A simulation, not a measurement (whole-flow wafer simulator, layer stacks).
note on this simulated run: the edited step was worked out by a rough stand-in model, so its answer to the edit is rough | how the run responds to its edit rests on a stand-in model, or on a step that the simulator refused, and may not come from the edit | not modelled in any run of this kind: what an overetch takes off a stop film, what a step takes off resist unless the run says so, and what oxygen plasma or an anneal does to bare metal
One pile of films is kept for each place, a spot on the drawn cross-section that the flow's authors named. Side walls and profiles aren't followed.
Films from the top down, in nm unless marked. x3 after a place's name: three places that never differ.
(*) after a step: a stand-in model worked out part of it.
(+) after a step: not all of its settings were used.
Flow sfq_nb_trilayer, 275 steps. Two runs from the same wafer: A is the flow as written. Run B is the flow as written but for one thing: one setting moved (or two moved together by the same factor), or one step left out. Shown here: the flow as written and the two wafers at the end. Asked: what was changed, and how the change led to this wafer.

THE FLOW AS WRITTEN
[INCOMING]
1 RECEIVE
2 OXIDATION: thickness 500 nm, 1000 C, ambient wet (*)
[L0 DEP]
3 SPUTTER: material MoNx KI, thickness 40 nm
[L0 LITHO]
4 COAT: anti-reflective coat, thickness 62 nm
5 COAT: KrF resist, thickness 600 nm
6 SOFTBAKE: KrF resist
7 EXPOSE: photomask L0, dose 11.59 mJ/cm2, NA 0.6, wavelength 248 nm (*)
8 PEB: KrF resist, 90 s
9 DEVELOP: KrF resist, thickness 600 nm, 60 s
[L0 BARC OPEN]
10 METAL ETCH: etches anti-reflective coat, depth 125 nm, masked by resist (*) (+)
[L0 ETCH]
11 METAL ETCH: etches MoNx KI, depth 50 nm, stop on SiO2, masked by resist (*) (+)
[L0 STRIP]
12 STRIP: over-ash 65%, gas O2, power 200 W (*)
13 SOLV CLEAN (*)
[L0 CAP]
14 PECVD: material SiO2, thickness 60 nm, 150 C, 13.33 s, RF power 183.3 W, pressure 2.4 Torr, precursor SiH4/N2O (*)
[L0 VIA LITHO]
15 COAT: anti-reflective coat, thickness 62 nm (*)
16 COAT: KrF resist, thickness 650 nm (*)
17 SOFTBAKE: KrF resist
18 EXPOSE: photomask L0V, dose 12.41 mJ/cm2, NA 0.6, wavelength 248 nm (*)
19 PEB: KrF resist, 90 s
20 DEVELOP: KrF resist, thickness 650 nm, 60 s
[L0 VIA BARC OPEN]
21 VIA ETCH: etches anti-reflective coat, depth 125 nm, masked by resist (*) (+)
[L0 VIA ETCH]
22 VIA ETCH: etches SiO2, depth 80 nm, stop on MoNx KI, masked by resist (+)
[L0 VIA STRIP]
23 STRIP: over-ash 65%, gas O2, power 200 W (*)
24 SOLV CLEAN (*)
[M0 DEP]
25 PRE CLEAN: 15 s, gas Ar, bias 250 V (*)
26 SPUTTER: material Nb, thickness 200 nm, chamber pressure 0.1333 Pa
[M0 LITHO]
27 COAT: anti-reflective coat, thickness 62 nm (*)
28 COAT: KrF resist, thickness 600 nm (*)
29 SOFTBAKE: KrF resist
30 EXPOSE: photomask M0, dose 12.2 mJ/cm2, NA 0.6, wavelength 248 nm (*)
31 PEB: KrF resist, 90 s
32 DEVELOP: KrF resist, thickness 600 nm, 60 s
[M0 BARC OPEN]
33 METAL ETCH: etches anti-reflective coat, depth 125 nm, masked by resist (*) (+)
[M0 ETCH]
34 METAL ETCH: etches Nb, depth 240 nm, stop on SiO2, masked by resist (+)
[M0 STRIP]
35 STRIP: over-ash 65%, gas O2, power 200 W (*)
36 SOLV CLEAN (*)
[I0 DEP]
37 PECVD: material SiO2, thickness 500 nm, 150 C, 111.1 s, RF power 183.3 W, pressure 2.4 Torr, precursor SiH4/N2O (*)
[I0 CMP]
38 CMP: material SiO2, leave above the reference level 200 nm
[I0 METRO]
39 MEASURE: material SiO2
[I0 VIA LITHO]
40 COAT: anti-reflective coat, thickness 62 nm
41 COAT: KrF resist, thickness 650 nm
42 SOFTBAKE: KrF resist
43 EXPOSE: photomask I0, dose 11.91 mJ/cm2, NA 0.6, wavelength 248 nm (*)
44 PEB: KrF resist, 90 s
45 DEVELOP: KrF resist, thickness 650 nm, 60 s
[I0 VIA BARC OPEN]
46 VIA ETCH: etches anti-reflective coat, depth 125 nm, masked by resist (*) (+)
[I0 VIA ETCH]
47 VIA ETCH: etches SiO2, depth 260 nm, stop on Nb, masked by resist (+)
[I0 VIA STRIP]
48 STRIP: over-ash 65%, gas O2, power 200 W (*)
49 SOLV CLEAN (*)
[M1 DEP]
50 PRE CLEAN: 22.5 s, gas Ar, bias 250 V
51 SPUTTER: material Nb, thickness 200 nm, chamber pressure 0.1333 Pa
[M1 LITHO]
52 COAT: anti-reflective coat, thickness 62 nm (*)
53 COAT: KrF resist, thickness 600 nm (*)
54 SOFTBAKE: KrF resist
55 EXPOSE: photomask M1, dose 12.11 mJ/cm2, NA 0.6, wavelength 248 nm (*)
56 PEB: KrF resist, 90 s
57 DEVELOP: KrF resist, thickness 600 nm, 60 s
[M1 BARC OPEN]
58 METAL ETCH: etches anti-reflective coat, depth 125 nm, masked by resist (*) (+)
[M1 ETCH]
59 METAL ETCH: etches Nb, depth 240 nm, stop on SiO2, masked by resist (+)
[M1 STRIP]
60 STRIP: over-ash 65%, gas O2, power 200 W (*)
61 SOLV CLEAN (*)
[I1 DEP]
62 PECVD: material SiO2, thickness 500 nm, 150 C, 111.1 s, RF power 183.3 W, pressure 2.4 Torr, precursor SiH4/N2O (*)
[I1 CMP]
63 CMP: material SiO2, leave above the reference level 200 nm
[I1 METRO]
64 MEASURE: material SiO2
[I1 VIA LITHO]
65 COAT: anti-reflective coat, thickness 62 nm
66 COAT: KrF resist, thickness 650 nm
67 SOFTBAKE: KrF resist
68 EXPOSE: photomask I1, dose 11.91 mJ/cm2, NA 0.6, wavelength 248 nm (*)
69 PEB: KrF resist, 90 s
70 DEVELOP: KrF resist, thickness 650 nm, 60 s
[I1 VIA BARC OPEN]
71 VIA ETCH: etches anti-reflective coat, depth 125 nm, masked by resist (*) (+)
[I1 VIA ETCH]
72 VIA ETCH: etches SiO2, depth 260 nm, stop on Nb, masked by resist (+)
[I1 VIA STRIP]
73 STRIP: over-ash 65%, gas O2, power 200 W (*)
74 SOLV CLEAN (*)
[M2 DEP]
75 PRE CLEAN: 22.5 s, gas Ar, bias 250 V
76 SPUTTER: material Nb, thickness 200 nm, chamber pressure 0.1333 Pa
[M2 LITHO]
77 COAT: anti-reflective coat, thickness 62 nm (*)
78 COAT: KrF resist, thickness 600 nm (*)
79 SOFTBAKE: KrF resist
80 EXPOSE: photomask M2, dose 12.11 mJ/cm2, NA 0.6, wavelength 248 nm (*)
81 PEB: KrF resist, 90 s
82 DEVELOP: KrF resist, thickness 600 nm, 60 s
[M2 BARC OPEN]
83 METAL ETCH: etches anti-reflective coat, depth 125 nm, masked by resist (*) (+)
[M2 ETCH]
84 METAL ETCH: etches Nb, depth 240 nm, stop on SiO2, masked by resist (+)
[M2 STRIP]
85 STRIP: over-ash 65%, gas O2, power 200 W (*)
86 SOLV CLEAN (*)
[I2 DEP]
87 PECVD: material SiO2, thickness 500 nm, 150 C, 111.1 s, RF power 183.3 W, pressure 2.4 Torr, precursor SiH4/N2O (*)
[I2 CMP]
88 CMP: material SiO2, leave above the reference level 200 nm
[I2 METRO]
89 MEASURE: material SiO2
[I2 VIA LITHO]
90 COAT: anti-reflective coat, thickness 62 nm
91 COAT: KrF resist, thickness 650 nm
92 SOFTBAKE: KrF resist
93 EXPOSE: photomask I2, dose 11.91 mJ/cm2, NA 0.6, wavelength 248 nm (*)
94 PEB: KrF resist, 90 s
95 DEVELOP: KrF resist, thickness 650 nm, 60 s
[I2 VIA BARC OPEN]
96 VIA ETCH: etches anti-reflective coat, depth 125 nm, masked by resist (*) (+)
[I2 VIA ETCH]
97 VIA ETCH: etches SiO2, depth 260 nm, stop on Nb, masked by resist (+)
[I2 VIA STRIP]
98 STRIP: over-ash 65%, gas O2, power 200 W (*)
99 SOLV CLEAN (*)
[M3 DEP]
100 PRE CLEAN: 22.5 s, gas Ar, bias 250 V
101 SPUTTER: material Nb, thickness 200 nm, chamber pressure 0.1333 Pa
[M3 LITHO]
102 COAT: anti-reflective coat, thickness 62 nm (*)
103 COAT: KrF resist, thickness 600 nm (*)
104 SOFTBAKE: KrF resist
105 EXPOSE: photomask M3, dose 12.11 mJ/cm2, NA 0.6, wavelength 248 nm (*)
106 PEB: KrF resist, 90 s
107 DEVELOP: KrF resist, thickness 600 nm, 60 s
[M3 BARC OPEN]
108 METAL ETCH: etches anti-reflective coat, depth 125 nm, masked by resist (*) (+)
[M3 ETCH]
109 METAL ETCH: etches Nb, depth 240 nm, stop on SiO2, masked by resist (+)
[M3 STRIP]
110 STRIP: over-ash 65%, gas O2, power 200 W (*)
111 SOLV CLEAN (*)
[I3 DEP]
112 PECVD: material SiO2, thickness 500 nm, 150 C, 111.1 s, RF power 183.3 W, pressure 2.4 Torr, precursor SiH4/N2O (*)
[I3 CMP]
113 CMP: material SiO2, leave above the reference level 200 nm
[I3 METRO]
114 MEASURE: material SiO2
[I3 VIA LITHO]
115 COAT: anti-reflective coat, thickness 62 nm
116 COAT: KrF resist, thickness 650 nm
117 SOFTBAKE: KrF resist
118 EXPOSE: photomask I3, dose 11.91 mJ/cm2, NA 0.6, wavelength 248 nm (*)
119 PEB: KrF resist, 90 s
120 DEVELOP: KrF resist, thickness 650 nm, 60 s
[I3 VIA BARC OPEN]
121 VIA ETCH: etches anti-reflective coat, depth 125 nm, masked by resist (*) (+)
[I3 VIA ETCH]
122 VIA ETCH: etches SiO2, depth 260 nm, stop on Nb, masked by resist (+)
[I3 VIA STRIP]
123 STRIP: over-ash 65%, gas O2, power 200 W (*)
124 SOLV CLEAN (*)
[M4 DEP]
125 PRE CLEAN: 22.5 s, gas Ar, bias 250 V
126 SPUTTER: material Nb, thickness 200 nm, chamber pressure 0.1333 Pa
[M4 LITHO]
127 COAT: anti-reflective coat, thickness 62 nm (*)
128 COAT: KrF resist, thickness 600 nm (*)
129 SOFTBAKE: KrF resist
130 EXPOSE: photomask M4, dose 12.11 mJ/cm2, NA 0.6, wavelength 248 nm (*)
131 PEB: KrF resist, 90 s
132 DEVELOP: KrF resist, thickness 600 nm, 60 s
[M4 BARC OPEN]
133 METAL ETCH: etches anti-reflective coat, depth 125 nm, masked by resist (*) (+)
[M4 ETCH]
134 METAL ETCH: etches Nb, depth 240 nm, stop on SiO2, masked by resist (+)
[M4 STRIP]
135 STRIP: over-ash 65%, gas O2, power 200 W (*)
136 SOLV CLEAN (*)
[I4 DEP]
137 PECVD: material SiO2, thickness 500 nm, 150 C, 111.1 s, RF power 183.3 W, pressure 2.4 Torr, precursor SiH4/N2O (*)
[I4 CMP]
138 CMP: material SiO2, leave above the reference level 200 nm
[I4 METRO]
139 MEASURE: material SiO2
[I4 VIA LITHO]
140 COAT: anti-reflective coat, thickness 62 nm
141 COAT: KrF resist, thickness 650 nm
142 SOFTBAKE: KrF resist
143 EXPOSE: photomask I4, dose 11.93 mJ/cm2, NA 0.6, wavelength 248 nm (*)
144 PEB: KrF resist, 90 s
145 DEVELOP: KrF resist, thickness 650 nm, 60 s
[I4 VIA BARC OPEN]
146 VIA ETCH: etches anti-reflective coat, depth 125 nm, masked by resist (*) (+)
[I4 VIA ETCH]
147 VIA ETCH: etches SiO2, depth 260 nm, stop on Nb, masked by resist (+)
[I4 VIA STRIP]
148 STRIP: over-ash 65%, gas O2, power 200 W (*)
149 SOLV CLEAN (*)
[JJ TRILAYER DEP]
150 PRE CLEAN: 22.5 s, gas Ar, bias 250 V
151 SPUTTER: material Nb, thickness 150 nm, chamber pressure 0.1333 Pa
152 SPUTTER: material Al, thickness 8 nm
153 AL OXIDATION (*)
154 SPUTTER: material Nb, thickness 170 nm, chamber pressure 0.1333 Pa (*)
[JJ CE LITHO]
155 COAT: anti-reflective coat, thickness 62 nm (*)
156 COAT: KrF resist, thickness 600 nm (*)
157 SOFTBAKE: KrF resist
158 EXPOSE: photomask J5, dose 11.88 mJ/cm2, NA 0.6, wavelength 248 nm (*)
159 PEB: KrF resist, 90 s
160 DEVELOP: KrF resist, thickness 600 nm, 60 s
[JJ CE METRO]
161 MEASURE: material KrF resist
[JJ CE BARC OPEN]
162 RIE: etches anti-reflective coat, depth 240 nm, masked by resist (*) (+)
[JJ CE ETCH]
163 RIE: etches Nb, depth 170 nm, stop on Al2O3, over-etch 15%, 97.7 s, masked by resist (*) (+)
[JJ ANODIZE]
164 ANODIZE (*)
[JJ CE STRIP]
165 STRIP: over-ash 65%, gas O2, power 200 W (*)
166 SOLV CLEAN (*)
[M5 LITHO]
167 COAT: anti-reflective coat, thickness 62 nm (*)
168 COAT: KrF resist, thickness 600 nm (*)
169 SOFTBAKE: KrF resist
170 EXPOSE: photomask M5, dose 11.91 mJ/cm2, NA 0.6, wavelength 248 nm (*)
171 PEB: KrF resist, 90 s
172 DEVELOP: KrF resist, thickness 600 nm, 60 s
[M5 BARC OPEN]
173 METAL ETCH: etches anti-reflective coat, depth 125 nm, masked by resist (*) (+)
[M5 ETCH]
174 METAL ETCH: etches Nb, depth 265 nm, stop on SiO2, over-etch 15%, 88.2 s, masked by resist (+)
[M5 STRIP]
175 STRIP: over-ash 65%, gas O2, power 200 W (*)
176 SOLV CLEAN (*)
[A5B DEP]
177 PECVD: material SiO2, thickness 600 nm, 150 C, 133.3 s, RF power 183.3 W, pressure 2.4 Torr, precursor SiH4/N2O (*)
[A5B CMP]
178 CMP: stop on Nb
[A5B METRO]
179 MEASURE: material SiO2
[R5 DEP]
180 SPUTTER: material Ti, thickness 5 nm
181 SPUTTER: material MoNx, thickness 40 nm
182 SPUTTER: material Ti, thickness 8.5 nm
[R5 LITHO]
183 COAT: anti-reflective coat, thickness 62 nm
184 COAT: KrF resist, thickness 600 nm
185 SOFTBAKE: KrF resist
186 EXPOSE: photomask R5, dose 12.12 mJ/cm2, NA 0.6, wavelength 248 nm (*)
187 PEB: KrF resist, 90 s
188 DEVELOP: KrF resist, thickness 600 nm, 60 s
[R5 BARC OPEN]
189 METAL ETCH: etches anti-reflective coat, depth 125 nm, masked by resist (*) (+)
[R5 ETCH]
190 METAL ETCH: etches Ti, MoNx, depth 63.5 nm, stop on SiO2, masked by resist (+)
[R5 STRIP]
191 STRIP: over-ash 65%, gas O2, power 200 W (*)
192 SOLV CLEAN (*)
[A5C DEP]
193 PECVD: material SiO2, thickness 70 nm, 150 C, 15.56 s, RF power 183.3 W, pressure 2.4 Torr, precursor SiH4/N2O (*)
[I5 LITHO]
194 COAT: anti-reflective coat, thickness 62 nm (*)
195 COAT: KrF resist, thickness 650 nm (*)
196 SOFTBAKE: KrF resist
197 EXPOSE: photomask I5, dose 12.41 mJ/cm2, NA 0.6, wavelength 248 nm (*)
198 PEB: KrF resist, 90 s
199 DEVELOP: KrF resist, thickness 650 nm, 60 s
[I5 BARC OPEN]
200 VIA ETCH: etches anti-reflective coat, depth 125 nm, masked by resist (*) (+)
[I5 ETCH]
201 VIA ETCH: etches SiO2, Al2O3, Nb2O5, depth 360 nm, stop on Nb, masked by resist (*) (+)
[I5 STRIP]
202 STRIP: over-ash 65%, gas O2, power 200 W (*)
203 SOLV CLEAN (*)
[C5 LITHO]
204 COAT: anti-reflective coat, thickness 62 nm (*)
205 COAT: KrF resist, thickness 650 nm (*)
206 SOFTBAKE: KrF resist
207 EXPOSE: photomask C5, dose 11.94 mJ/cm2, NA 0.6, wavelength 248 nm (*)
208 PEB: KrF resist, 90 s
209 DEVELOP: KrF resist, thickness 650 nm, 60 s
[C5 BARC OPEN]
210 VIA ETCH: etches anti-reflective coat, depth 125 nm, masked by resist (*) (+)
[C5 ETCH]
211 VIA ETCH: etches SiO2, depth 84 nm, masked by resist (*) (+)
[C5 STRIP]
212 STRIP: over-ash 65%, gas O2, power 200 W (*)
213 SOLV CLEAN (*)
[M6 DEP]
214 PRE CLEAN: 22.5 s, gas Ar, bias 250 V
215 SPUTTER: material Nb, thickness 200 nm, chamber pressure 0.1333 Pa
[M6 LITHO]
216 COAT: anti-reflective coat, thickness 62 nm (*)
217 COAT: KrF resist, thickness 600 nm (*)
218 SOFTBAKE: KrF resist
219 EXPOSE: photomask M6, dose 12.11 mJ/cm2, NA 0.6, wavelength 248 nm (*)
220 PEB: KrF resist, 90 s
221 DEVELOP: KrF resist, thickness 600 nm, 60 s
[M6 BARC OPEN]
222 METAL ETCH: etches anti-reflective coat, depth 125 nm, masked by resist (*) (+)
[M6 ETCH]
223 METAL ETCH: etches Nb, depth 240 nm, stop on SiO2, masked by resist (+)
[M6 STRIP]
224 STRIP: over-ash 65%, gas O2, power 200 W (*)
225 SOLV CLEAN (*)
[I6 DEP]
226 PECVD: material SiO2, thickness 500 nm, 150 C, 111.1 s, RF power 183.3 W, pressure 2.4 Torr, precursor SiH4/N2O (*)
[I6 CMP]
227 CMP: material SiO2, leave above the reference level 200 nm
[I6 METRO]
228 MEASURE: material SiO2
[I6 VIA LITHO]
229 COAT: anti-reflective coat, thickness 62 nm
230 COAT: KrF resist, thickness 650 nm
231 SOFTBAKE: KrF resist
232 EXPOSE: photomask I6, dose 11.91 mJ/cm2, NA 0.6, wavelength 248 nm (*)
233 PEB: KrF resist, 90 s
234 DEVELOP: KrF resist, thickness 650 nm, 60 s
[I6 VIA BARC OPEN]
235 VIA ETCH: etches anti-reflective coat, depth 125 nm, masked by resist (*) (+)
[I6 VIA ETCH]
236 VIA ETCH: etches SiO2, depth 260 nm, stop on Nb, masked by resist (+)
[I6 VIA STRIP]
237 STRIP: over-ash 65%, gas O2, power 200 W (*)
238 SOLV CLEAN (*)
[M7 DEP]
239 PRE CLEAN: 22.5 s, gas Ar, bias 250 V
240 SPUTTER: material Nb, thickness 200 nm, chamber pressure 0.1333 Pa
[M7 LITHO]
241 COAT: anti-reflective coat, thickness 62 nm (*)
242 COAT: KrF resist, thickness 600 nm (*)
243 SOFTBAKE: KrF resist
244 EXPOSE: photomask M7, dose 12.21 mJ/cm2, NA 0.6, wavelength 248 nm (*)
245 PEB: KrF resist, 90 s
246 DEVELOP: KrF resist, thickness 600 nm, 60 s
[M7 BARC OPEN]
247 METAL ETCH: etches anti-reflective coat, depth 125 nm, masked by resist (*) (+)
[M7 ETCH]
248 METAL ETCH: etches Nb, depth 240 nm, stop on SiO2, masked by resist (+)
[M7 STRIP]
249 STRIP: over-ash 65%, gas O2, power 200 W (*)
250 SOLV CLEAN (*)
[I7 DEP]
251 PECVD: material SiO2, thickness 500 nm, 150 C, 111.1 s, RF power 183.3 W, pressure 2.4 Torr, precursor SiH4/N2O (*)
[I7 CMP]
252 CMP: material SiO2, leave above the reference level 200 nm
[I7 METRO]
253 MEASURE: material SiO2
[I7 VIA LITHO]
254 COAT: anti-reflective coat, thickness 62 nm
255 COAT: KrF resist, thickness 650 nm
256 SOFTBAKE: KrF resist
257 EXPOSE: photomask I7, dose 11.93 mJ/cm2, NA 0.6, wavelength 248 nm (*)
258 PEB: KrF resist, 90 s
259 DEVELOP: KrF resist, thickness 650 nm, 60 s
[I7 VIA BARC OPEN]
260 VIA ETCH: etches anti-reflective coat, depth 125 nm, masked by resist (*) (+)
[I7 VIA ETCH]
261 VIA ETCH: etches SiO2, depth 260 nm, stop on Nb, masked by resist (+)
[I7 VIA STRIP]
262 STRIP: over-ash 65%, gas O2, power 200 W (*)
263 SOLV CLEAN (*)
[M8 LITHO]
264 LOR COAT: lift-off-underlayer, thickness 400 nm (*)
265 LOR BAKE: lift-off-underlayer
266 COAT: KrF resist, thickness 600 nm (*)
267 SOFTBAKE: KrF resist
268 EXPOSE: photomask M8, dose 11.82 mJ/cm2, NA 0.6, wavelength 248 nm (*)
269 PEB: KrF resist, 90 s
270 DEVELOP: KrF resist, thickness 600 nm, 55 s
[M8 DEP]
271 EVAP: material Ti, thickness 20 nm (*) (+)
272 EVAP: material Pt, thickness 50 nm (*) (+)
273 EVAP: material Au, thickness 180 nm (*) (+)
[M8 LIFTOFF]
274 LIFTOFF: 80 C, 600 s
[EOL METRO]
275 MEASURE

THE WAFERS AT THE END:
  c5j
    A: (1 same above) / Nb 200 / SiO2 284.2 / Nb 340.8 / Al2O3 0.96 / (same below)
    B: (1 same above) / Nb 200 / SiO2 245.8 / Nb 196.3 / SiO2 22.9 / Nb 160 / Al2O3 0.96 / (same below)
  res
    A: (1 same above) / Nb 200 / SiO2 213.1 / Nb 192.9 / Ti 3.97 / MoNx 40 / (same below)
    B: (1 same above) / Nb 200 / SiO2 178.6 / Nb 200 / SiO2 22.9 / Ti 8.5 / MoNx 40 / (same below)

The cause: step 211, VIA ETCH: depth 39.5 nm was run, where the flow has depth 84 nm.

How the change led to this, step by step:
  211 VIA ETCH: etches SiO2, depth 84 nm, masked by resist (*) (+)
      c5j: A SiO2 -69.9 (all of it), Nb -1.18 | B SiO2 -39.5
      res: A SiO2 -69.9 (all of it) | B SiO2 -39.5
      (and at 104 more places)
  214 PRE CLEAN: 22.5 s, gas Ar, bias 250 V
      c5j: A Nb -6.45 | B SiO2 -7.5
      res: A Ti -4.53 | B SiO2 -7.5
  215 SPUTTER: material Nb, thickness 200 nm, chamber pressure 0.1333 Pa
      c5j: A Nb +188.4 | B Nb +196.3 (new film)
      res: A Nb +192.9 (new film) | B Nb +200 (new film)
  216 COAT: anti-reflective coat, thickness 62 nm (*)
      jj_sur: A anti-reflective coat +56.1 (new film) | B anti-reflective coat +57.3 (new film)
      ce_l: A anti-reflective coat +48 (new film) | B anti-reflective coat +55.8 (new film)
      (and at 6 more places)
  217 COAT: KrF resist, thickness 600 nm (*)
      c5j: A KrF resist +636 (new film) | B KrF resist +622.9 (new film)
      res: A KrF resist +605.2 (new film) | B KrF resist +590.6 (new film)
  224 STRIP: over-ash 65%, gas O2, power 200 W (*)
      jj_sur: A KrF resist -378.5 (all of it), anti-reflective coat -56.1 (all of it) | B KrF resist -379.8 (all of it), anti-reflective coat -57.3 (all of it)
      ce_l: A KrF resist -397.1 (all of it), anti-reflective coat -48 (all of it) | B KrF resist -392.4 (all of it), anti-reflective coat -55.8 (all of it)
      (and at 6 more places)
  226 PECVD: material SiO2, thickness 500 nm, 150 C, 111.1 s, RF power 183.3 W, pressure 2.4 Torr, precursor SiH4/N2O (*)
      c5j: A SiO2 +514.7 (new film) | B SiO2 +500 (new film)
  227 CMP: material SiO2, leave above the reference level 200 nm
      c5j: A SiO2 -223 | B SiO2 -246.7
      res: A SiO2 -279.4 | B SiO2 -313.9
Counting metal films that touch as one body, c5j has 5 bodies (between them, from the top down: SiO2 245.8; SiO2 22.9; Al2O3 0.96; SiO2 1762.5); the flow as written gives 4 bodies (between them, from the top down: SiO2 284.2; Al2O3 0.96; SiO2 1762.5).
Counting metal films that touch as one body, res has 4 bodies (between them, from the top down: SiO2 178.6; SiO2 22.9; SiO2 2090.9); the flow as written gives 3 bodies (between them, from the top down: SiO2 213.1; SiO2 2090.9).
